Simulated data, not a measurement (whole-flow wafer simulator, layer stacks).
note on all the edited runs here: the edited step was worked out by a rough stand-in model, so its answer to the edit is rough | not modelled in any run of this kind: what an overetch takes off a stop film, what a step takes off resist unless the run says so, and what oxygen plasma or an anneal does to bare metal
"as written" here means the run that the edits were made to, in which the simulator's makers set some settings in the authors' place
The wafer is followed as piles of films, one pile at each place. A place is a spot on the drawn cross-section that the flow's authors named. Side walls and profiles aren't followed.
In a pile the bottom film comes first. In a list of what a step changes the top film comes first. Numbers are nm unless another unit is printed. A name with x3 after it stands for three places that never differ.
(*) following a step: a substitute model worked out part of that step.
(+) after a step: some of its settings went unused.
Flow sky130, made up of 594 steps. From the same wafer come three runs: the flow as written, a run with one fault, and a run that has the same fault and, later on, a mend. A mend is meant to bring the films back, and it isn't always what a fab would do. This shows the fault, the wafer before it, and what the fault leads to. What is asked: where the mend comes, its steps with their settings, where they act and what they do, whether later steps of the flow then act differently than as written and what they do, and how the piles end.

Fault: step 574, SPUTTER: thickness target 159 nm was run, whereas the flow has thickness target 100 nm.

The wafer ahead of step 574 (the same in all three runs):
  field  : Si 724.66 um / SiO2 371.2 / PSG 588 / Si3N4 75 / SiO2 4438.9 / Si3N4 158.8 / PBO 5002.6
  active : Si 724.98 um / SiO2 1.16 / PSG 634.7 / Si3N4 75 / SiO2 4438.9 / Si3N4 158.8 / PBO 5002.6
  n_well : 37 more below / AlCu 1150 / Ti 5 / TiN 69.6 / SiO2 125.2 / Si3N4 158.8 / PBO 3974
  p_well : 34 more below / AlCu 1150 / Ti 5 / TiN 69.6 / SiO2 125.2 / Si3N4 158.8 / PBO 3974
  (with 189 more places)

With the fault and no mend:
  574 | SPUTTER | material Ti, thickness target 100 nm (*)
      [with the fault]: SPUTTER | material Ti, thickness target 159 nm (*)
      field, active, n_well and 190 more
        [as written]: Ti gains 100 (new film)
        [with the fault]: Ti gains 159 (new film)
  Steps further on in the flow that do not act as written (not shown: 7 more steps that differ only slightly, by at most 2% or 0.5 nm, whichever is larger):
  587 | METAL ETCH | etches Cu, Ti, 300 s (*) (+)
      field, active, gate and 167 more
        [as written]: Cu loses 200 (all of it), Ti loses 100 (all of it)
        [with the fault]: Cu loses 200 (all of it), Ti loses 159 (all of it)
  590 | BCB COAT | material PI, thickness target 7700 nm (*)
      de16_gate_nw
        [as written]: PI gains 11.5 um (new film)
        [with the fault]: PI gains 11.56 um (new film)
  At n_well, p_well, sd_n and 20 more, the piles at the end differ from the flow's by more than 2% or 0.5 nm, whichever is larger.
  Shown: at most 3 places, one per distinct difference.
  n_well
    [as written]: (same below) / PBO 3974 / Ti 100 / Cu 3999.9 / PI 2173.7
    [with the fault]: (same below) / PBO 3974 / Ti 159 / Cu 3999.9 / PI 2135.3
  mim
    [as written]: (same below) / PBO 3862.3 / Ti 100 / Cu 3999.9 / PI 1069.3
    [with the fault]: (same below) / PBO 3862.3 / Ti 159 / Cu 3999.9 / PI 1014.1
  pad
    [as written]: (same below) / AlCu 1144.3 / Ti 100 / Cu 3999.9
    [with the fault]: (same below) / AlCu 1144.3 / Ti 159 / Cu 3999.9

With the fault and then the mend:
  The mend follows step 574.
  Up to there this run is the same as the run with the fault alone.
  574a | ETCH | chemistry CF4/O2, etches Si3N4, SiO2, TiN, Ti, depth target 59 nm (the flow's step 554, run once more with other settings)
      field, active, n_well and 190 more
        Ti loses 59
  Later steps of the flow that are run all act as written at every place that is followed, up to a difference of at most 2% or 0.5 nm, whichever is larger.
  By the end, the piles equal the flow's at every place that both follow.
